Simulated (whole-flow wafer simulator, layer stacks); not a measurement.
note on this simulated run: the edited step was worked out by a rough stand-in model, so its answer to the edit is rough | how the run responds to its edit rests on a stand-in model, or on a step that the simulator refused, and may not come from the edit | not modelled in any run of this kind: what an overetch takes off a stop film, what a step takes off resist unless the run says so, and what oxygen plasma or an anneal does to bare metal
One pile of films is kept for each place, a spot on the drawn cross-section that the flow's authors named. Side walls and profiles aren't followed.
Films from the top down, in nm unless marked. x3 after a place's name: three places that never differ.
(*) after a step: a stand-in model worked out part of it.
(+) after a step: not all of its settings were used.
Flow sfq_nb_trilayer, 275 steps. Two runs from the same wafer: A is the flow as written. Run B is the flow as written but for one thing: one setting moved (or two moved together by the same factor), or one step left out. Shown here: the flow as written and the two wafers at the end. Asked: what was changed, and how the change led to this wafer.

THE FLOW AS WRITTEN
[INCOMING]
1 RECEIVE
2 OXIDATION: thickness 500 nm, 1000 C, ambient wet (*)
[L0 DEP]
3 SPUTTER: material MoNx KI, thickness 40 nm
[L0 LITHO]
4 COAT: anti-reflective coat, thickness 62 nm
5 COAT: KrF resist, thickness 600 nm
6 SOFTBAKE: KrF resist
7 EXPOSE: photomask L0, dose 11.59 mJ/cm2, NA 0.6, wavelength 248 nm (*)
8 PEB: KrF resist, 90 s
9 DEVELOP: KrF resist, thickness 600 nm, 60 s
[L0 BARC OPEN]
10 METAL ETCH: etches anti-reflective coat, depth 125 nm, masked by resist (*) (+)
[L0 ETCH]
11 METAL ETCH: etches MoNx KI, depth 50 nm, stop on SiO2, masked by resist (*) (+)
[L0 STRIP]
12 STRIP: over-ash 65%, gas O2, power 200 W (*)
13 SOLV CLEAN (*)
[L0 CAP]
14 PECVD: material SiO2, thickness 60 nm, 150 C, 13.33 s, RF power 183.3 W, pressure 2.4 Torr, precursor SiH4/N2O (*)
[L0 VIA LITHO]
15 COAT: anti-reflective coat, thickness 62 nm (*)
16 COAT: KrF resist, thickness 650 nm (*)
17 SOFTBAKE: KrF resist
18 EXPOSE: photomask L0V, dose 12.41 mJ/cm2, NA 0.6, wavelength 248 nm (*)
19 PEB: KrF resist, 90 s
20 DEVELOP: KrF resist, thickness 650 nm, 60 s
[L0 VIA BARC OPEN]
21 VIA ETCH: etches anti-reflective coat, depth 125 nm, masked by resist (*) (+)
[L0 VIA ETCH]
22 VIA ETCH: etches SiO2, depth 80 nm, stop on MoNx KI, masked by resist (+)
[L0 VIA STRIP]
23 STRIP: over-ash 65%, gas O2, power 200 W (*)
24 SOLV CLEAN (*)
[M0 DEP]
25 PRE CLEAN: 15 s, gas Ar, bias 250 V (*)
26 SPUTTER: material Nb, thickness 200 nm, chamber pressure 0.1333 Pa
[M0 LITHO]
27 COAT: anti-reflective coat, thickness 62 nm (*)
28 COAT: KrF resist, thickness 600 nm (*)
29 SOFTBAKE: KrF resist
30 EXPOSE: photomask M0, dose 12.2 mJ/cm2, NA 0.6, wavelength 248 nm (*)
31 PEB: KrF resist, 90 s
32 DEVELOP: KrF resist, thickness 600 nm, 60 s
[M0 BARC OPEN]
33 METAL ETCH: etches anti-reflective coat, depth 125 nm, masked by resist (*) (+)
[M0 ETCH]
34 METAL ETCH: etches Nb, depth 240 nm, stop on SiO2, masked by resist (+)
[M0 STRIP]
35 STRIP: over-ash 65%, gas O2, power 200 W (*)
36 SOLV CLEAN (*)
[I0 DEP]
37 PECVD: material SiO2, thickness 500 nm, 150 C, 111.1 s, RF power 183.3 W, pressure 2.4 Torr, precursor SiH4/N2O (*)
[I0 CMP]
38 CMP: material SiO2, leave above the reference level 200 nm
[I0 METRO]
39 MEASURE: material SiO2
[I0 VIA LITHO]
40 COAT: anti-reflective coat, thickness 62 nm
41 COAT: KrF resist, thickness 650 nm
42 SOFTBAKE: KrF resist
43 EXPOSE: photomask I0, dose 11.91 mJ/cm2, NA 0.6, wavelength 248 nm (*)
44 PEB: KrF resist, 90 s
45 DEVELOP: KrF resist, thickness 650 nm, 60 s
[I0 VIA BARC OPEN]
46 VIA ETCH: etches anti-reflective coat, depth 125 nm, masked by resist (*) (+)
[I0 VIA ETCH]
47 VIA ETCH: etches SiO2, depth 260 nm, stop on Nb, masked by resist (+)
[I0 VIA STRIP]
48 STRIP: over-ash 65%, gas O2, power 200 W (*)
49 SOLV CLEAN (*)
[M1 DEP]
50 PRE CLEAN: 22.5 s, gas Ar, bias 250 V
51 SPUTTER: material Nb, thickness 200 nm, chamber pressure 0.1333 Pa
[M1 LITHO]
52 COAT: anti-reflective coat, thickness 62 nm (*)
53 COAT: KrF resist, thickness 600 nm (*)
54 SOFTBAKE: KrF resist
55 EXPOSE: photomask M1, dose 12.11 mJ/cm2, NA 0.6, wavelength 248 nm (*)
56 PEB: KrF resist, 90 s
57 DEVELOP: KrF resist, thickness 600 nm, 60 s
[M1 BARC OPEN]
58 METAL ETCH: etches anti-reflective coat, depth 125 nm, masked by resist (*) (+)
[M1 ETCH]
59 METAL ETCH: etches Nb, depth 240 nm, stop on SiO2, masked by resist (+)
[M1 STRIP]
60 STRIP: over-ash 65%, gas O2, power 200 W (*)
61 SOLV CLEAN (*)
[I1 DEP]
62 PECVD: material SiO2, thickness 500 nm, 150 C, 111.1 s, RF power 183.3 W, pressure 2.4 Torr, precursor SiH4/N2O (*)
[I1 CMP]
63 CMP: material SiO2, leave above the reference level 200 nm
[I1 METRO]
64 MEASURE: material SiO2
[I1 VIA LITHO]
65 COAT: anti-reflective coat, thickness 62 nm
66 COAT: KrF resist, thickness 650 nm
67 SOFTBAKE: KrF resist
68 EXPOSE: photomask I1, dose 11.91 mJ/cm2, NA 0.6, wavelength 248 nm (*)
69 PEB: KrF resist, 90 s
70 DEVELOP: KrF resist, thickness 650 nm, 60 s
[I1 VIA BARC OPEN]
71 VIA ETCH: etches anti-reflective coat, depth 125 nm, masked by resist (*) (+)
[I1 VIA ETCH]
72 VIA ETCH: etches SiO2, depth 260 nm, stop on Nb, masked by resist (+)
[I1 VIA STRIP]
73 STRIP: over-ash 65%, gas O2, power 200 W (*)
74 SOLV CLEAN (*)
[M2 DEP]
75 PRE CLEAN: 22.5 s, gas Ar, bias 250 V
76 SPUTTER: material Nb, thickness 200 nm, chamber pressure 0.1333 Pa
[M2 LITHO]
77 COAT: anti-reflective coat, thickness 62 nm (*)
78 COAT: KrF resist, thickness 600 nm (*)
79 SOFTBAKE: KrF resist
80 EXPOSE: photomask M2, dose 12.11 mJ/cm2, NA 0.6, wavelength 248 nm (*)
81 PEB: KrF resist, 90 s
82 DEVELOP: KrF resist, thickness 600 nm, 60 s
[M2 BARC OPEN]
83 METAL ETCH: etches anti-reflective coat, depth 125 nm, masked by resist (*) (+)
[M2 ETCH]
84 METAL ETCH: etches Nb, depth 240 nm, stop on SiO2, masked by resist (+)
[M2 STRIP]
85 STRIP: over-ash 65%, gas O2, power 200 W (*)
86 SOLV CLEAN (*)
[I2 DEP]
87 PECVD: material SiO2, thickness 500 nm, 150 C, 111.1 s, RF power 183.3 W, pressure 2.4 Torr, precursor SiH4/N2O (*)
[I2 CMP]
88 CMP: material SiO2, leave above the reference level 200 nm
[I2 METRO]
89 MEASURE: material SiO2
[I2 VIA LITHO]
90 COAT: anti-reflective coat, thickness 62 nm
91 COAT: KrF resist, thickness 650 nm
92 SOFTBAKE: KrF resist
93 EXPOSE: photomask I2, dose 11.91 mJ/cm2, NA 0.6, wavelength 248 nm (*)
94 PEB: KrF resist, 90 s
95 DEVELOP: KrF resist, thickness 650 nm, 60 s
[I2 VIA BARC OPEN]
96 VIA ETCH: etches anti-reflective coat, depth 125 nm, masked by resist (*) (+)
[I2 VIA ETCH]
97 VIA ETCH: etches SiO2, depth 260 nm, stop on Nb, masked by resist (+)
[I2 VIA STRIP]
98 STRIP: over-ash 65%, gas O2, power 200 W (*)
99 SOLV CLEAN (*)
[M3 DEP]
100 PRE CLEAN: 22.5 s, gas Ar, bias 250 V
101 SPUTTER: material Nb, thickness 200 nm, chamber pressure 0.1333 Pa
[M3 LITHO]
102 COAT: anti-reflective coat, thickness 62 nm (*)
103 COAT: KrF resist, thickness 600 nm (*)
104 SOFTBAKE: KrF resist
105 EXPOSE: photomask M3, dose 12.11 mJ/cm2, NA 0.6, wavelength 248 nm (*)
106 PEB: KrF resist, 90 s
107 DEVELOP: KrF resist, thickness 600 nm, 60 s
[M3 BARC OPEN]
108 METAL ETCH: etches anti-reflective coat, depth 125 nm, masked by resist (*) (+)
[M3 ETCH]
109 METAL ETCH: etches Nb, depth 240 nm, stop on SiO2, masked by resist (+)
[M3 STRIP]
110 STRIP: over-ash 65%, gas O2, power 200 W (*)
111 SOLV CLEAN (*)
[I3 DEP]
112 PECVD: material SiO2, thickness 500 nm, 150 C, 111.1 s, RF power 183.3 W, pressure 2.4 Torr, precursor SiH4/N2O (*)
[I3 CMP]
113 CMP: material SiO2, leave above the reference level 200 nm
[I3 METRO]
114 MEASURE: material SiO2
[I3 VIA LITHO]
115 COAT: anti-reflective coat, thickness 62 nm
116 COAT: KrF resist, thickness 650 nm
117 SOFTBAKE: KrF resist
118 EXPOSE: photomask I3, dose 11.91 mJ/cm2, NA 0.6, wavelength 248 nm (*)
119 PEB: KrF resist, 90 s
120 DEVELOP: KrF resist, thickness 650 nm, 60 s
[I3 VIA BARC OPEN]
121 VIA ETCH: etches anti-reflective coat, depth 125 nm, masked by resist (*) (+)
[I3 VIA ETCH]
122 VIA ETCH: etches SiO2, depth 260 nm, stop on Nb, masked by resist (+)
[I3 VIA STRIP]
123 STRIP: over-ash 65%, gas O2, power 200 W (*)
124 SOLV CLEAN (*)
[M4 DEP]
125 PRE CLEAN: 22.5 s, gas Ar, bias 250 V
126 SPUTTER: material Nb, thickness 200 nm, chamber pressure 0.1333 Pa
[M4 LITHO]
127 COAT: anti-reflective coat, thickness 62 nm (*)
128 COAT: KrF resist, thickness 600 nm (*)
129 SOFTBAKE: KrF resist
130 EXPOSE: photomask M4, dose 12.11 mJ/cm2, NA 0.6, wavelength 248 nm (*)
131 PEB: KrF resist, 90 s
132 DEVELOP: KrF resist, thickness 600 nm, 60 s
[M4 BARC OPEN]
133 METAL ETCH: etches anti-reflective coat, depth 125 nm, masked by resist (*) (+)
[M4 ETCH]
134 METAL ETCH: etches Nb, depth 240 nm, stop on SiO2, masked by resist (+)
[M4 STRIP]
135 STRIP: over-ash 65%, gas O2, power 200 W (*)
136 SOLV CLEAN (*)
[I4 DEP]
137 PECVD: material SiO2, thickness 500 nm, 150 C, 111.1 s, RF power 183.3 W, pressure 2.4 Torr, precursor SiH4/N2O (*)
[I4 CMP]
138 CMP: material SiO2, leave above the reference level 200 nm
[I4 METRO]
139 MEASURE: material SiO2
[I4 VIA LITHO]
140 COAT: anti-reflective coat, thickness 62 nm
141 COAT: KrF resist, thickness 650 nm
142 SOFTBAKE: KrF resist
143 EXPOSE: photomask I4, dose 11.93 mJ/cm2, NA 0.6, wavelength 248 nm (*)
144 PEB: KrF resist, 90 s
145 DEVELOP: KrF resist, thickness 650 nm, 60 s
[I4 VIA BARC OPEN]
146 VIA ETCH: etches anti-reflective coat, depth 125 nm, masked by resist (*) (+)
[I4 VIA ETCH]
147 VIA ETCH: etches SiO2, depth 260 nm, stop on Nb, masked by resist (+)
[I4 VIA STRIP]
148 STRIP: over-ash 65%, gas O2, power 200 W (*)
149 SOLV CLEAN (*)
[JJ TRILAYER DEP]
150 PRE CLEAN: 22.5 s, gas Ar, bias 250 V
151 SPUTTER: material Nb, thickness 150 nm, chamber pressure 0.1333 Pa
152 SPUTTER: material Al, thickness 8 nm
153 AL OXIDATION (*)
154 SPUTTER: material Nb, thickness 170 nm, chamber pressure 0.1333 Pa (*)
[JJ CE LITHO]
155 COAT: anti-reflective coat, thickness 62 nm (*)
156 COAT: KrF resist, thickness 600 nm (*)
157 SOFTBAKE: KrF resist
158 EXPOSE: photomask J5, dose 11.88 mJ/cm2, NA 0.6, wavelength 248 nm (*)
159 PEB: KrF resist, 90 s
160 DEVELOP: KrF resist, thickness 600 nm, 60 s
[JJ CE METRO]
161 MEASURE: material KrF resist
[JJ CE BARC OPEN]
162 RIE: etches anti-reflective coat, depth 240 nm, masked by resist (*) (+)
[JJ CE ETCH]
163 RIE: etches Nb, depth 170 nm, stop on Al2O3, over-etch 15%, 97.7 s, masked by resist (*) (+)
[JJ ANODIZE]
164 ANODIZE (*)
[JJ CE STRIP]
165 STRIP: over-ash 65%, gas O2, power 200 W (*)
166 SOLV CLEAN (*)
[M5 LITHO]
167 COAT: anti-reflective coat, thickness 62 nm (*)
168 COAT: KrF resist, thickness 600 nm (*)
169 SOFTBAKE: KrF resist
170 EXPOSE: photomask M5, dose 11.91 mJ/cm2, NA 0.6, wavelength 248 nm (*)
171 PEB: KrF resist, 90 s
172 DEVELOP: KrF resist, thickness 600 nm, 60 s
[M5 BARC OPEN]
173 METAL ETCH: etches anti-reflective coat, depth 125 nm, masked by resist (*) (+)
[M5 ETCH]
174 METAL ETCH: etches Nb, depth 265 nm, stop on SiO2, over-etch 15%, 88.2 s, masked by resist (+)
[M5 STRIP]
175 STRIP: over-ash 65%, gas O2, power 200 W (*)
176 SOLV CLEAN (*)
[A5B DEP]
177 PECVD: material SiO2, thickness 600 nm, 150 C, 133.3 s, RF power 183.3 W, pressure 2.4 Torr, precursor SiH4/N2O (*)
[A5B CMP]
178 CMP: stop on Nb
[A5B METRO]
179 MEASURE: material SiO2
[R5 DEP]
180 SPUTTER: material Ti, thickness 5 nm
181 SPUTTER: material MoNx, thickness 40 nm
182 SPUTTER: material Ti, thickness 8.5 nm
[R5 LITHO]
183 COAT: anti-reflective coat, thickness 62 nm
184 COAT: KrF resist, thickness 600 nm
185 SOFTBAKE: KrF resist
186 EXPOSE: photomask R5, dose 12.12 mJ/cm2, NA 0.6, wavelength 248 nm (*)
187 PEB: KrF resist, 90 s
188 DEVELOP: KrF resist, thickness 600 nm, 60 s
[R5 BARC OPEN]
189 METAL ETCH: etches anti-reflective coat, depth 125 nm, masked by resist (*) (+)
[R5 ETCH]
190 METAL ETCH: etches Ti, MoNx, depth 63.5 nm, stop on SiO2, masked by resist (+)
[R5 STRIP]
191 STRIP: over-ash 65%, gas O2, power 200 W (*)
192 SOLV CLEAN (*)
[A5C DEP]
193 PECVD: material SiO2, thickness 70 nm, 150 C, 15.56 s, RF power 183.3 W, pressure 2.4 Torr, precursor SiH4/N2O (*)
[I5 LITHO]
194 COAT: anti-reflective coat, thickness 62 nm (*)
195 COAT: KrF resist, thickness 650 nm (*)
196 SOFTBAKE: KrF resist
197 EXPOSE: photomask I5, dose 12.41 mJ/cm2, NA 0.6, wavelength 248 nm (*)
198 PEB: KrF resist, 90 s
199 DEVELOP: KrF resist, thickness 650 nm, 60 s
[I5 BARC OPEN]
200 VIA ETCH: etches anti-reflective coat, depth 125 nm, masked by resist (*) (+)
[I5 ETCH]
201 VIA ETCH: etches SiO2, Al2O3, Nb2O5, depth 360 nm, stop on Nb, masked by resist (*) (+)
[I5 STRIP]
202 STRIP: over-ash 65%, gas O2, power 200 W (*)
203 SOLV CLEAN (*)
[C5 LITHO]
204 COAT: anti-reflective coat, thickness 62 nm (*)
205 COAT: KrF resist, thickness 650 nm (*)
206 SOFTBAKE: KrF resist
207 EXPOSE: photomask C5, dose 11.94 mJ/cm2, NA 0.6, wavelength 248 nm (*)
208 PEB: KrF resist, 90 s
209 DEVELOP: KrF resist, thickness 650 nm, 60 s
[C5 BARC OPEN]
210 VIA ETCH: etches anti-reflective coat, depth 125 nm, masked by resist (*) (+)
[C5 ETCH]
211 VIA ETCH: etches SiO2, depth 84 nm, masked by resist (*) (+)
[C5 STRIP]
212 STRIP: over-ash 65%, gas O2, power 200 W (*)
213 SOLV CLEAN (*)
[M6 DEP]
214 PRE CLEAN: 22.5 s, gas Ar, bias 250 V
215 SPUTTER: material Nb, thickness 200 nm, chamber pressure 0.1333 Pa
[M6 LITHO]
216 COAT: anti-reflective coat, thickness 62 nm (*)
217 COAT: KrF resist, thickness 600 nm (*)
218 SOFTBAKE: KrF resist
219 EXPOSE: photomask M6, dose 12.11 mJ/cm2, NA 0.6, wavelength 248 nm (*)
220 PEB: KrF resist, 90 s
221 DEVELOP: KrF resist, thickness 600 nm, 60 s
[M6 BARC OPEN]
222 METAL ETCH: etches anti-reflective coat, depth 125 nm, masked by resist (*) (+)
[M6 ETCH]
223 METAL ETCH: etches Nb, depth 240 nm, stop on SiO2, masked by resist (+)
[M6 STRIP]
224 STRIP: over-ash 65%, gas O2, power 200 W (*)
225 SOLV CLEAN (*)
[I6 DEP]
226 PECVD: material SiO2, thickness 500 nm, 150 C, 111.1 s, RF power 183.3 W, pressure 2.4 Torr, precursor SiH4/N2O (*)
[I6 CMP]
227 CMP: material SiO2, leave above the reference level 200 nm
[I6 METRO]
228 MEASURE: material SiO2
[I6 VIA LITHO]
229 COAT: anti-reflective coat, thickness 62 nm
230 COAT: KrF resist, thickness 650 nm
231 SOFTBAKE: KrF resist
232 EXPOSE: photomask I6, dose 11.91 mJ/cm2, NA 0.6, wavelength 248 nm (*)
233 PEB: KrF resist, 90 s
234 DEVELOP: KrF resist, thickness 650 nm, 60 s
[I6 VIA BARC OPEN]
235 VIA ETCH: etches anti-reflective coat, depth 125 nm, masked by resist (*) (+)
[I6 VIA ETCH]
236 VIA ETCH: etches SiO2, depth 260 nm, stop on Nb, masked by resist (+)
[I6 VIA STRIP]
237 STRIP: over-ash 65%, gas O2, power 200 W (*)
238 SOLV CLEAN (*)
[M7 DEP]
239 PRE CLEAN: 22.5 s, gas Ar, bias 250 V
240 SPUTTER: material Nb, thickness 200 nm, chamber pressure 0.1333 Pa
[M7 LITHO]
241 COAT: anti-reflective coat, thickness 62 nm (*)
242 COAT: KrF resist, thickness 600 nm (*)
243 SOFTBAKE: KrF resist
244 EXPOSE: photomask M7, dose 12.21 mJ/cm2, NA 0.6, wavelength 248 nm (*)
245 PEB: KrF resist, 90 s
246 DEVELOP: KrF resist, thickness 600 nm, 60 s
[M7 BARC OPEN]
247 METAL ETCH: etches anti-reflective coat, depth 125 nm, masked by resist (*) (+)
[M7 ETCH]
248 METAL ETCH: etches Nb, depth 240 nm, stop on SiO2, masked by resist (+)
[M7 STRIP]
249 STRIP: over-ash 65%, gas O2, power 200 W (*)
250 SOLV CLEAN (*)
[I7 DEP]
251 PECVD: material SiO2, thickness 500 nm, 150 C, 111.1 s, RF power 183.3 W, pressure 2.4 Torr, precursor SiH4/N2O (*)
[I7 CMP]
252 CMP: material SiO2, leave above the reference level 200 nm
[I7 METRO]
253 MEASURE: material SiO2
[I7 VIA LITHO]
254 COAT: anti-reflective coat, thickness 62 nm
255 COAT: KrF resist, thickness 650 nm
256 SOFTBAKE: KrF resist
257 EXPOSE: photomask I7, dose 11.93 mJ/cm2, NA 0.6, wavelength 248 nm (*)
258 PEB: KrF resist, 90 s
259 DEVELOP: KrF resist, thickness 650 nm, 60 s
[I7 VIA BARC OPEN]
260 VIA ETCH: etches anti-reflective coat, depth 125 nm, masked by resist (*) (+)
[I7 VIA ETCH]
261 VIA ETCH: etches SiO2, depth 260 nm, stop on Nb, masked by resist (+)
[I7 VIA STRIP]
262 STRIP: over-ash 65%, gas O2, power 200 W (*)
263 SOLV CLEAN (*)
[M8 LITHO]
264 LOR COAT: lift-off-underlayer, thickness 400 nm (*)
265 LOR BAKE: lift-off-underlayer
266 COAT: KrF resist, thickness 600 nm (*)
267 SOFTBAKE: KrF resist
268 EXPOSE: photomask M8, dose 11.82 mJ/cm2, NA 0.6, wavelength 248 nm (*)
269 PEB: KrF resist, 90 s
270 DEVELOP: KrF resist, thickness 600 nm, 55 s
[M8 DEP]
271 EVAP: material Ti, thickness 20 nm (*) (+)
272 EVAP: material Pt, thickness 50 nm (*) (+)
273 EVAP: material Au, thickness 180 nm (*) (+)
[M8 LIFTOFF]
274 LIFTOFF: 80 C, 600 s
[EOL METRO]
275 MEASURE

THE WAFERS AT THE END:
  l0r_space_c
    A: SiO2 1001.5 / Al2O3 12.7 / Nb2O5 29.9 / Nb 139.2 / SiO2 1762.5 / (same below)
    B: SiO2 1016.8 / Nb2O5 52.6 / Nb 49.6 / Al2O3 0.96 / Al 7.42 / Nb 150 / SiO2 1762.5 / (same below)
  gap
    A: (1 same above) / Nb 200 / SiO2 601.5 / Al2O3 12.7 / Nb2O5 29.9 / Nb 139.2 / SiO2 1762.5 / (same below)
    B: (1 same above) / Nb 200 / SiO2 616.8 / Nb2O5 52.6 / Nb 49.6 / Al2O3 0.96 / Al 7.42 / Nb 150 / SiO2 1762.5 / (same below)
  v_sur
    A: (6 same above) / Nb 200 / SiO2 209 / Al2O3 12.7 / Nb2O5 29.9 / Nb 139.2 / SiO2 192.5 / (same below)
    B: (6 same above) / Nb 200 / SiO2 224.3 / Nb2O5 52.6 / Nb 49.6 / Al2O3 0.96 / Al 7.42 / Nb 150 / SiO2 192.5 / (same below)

The cause: step 154, SPUTTER: thickness 264 nm was run, where the flow has thickness 170 nm.

How the change led to this, step by step:
  154 SPUTTER: material Nb, thickness 170 nm, chamber pressure 0.1333 Pa (*)
      field_l, v_sur, via_sp and 100 more: A Nb +170 (new film) | B Nb +264 (new film)
      via_wl, via_wr: A Nb +140.7 (new film) | B Nb +219.4 (new film)
      (and at 1 more place)
  155 COAT: anti-reflective coat, thickness 62 nm (*)
      via_wl, via_wr: A anti-reflective coat +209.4 (new film) | B anti-reflective coat +238.7 (new film)
      via_w: A anti-reflective coat +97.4 (new film) | B anti-reflective coat +107.3 (new film)
  156 COAT: KrF resist, thickness 600 nm (*)
      via_wl: A KrF resist +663 (new film) | B KrF resist +649.2 (new film)
      via_wr: A KrF resist +663.2 (new film) | B KrF resist +649.3 (new film)
  160 DEVELOP: KrF resist, thickness 600 nm, 60 s
      via_wl: A KrF resist -661.6 (all of it) | B KrF resist -647.8 (all of it)
      via_wr: A KrF resist -661.8 (all of it) | B KrF resist -648 (all of it)
  162 RIE: etches anti-reflective coat, depth 240 nm, masked by resist (*) (+)
      ce_l, c5j, ce_r, wl_jj: A KrF resist -209.4 | B KrF resist -238.7
      via_wl, via_wr: A anti-reflective coat -209.4 (all of it) | B anti-reflective coat -238.7 (all of it)
      (and at 1 more place)
  163 RIE: etches Nb, depth 170 nm, stop on Al2O3, over-etch 15%, 97.7 s, masked by resist (*) (+)
      field_l, v_sur, via_sp and 96 more: A Nb -170 (all of it), Al2O3 -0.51 | B Nb -195.5
      via_wl, via_wr: A Nb -140.7 (all of it), Al2O3 -0.96 (all of it) | B Nb -195.5
      (and at 1 more place)
  164 ANODIZE (*)
      field_l, v_sur, via_sp and 96 more: A Al2O3 +12.2, Nb2O5 +29.9 (new film), Al -7.42 (all of it), Nb -10.8 | B Nb2O5 +52.6 (new film), Nb -18.9
      via_wl, via_wr: A Al2O3 +7.52 (new film), Nb2O5 +39.2 (new film), Al -4.56 (all of it), Nb -14.1 | B Nb2O5 +52.6 (new film), Nb -18.9
      (and at 1 more place)
  165 STRIP: over-ash 65%, gas O2, power 200 W (*)
      ce_l: A KrF resist -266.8 (all of it), anti-reflective coat -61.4 (all of it) | B KrF resist -237.4 (all of it), anti-reflective coat -61.4 (all of it)
      c5j: A KrF resist -266.9 (all of it), anti-reflective coat -61.5 (all of it) | B KrF resist -237.5 (all of it), anti-reflective coat -61.5 (all of it)
      (and at 2 more places)
  167 COAT: anti-reflective coat, thickness 62 nm (*)
      wl_j_sl, wl_j_sr: A anti-reflective coat +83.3 (new film) | B anti-reflective coat +85.4 (new film)
      via_wl: A anti-reflective coat +170.5 (new film) | B anti-reflective coat +234 (new film)
      (and at 8 more places)
  168 COAT: KrF resist, thickness 600 nm (*)
      via_wl: A KrF resist +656 (new film) | B KrF resist +636.4 (new film)
      via_w: A KrF resist +732.6 (new film) | B KrF resist +754.8 (new film)
      (and at 1 more place)
  174 METAL ETCH: etches Nb, depth 265 nm, stop on SiO2, over-etch 15%, 88.2 s, masked by resist (+)
      field_l, r_sur, res and 50 more: A Al2O3 -12.6 (all of it), Nb2O5 -29.9 (all of it), Nb -139.2 (all of it), SiO2 -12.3 | B Nb2O5 -52.6 (all of it), Nb -49.6 (all of it), Al2O3 -0.96 (all of it), Al -7.42 (all of it), Nb -150 (all of it)
  175 STRIP: over-ash 65%, gas O2, power 200 W (*)
      via_wl: A KrF resist -427 (all of it), anti-reflective coat -170.5 (all of it) | B KrF resist -407.5 (all of it), anti-reflective coat -234 (all of it)
      via_w: A KrF resist -503.5 (all of it), anti-reflective coat -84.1 (all of it) | B KrF resist -525.6 (all of it), anti-reflective coat -101.3 (all of it)
      (and at 9 more places)
  177 PECVD: material SiO2, thickness 600 nm, 150 C, 133.3 s, RF power 183.3 W, pressure 2.4 Torr, precursor SiH4/N2O (*)
      via_wl, via_wr: A SiO2 +600 (new film) | B SiO2 +666.2 (new film)
      via_w: A SiO2 +600 (new film) | B SiO2 +663.7 (new film)
  178 CMP: stop on Nb
      v_sur, via_sp, via_v and 43 more: A SiO2 -453.5 | B SiO2 -438.2
      field_l, p4_fl, p4_fm and 39 more: A SiO2 -259.3 | B SiO2 -177.6
      (and at 11 more places)
  201 VIA ETCH: etches SiO2, Al2O3, Nb2O5, depth 360 nm, stop on Nb, masked by resist (*) (+)
      be: A SiO2 -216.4 (all of it), Al2O3 -12.7 (all of it), Nb2O5 -29.9 (all of it) | B SiO2 -231.6 (all of it), Nb2O5 -52.6 (all of it)
  204 COAT: anti-reflective coat, thickness 62 nm (*)
      be: A anti-reflective coat +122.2 (new film) | B anti-reflective coat +125.9 (new film)
  ... 6 more steps ...
  226 PECVD: material SiO2, thickness 500 nm, 150 C, 111.1 s, RF power 183.3 W, pressure 2.4 Torr, precursor SiH4/N2O (*)
      be: A SiO2 +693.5 (new film) | B SiO2 +724.4 (new film)
Counting metal films that touch as one body, l0r_space_c has 3 bodies (between them, from the top down: Al2O3 0.96; SiO2 1762.5); the flow as written gives 2 bodies (between them, from the top down: SiO2 1762.5).
Counting metal films that touch as one body, gap has 4 bodies (between them, from the top down: SiO2 616.8 / Nb2O5 52.6; Al2O3 0.96; SiO2 1762.5); the flow as written gives 3 bodies (between them, from the top down: SiO2 601.5 / Al2O3 12.7 / Nb2O5 29.9; SiO2 1762.5).
Counting metal films that touch as one body, v_sur has 10 bodies (between them, from the top down: SiO2 200; SiO2 192.5; SiO2 224.3 / Nb2O5 52.6; Al2O3 0.96; SiO2 192.5; SiO2 192.5; SiO2 192.5; SiO2 192.5; SiO2 192.5); the flow as written gives 9 bodies (between them, from the top down: SiO2 200; SiO2 192.5; SiO2 209 / Al2O3 12.7 / Nb2O5 29.9; SiO2 192.5; SiO2 192.5; SiO2 192.5; SiO2 192.5; SiO2 192.5).
